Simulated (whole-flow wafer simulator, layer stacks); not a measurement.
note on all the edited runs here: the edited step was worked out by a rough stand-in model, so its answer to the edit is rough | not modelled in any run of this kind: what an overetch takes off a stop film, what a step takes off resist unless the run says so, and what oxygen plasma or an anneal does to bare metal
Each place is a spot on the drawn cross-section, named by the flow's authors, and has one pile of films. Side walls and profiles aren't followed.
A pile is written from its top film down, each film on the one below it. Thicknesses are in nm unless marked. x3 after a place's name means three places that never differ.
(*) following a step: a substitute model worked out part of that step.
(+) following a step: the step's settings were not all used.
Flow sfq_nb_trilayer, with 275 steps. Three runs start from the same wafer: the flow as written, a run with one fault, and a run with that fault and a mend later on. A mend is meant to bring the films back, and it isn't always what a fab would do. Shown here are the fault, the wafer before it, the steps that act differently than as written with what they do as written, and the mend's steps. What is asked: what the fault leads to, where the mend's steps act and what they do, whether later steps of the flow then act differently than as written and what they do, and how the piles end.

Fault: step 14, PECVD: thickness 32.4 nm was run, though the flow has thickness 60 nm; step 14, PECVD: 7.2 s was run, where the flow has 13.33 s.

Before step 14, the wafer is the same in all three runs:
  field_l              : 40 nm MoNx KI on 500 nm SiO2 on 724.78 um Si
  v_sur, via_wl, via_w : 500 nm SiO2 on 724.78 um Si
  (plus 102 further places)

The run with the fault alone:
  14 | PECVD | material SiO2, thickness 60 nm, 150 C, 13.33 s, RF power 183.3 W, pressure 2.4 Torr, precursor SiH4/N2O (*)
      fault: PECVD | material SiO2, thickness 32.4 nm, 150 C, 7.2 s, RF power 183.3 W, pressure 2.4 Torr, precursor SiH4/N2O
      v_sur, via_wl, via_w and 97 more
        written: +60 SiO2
        fault: +32.4 SiO2
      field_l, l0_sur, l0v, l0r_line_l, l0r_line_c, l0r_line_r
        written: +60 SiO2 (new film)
        fault: +32.4 SiO2 (new film)
  Steps further on in the flow that do not act as written (10 more steps, not shown, differ only slightly: by at most 2% or 0.5 nm, whichever is larger):
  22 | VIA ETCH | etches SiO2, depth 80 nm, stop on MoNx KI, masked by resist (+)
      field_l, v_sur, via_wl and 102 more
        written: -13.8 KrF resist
        fault: -8.34 KrF resist
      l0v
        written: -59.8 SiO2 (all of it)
        fault: -32.2 SiO2 (all of it)
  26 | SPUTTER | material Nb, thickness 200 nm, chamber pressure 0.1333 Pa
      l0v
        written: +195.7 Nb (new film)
        fault: +200 Nb (new film)
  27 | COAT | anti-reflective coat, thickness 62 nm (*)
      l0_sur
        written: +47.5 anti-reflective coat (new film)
        fault: +50.6 anti-reflective coat (new film)
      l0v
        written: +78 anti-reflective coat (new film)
        fault: +69.4 anti-reflective coat (new film)
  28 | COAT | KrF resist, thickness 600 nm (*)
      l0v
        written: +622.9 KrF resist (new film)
        fault: +606 KrF resist (new film)
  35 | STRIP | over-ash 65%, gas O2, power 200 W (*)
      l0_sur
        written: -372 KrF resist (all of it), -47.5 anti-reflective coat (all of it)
        fault: -373.6 KrF resist (all of it), -50.6 anti-reflective coat (all of it)
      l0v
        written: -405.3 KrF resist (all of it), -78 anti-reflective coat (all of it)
        fault: -388.4 KrF resist (all of it), -69.4 anti-reflective coat (all of it)
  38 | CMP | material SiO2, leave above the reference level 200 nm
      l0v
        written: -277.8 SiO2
        fault: -309.7 SiO2
  By the end, the piles at field_l, v_sur, via_wl and 100 more depart from the flow's by more than 2% or 0.5 nm, whichever is larger.
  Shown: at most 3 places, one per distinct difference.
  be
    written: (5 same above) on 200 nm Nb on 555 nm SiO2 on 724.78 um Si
    fault: (5 same above) on 200 nm Nb on 527.4 nm SiO2 on 724.78 um Si
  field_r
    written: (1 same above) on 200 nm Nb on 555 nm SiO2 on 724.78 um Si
    fault: (1 same above) on 200 nm Nb on 527.4 nm SiO2 on 724.78 um Si
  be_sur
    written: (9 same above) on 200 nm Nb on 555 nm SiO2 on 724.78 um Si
    fault: (9 same above) on 200 nm Nb on 527.4 nm SiO2 on 724.78 um Si

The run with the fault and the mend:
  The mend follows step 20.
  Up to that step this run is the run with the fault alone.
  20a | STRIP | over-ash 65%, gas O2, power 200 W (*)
      p4_fl x3, p4_w1 x9, p4_g1 x2 and 59 more
        -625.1 KrF resist (all of it), -62 anti-reflective coat (all of it)
      jj_sur, ce_l, c5j, ce_r, sp_r, be_r, r_sur
        -632 KrF resist (all of it), -63.7 anti-reflective coat (all of it)
      be, moat
        -632.3 KrF resist (all of it), -63.8 anti-reflective coat (all of it)
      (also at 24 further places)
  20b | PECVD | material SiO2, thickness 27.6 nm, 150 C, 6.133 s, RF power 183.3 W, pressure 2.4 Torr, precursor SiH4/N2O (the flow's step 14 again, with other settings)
      field_l, v_sur, via_wl and 103 more
        +27.6 SiO2
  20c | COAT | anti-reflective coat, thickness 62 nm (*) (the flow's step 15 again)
      p4_fl x3, p4_w1 x9, p4_g1 x2 and 59 more
        +62 anti-reflective coat (new film)
      be_sur, gap, jj_sur and 8 more
        +63.7 anti-reflective coat (new film)
      wire, be, moat, field_r, lsp_l
        +63.8 anti-reflective coat (new film)
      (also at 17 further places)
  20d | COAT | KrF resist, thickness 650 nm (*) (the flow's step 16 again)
      p4_fl x3, p4_w1 x9, p4_g1 x2 and 59 more
        +650 KrF resist (new film)
      jj_sur, ce_l, c5j, ce_r, sp_r, be_r, r_sur
        +656.9 KrF resist (new film)
      v_sur, via_wr
        +659.5 KrF resist (new film)
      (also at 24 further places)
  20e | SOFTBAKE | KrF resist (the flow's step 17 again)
      leaves every film unchanged at each place that is followed
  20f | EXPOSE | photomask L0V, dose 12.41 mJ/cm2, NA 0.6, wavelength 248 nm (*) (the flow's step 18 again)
      leaves every film unchanged at each place that is followed
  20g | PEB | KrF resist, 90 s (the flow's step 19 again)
      p4_fl x3, p4_w1 x9, p4_g1 x2 and 59 more
        -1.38 KrF resist
      via_v, wire, be and 15 more
        -1.39 KrF resist
      v_sur, via_w, via_wr, via_sp, lsp_m, ln_m6, lsp_r
        -1.4 KrF resist
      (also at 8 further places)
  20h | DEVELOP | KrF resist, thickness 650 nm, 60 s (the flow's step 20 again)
      field_l, v_sur, via_wl and 102 more
        -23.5 KrF resist
      l0v
        -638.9 KrF resist (all of it)
  Every later step of the flow that is run acts as written, at every place that is followed, to within 2% or 0.5 nm, whichever is larger.
  At every place that both follow, the piles at the end match the flow's.
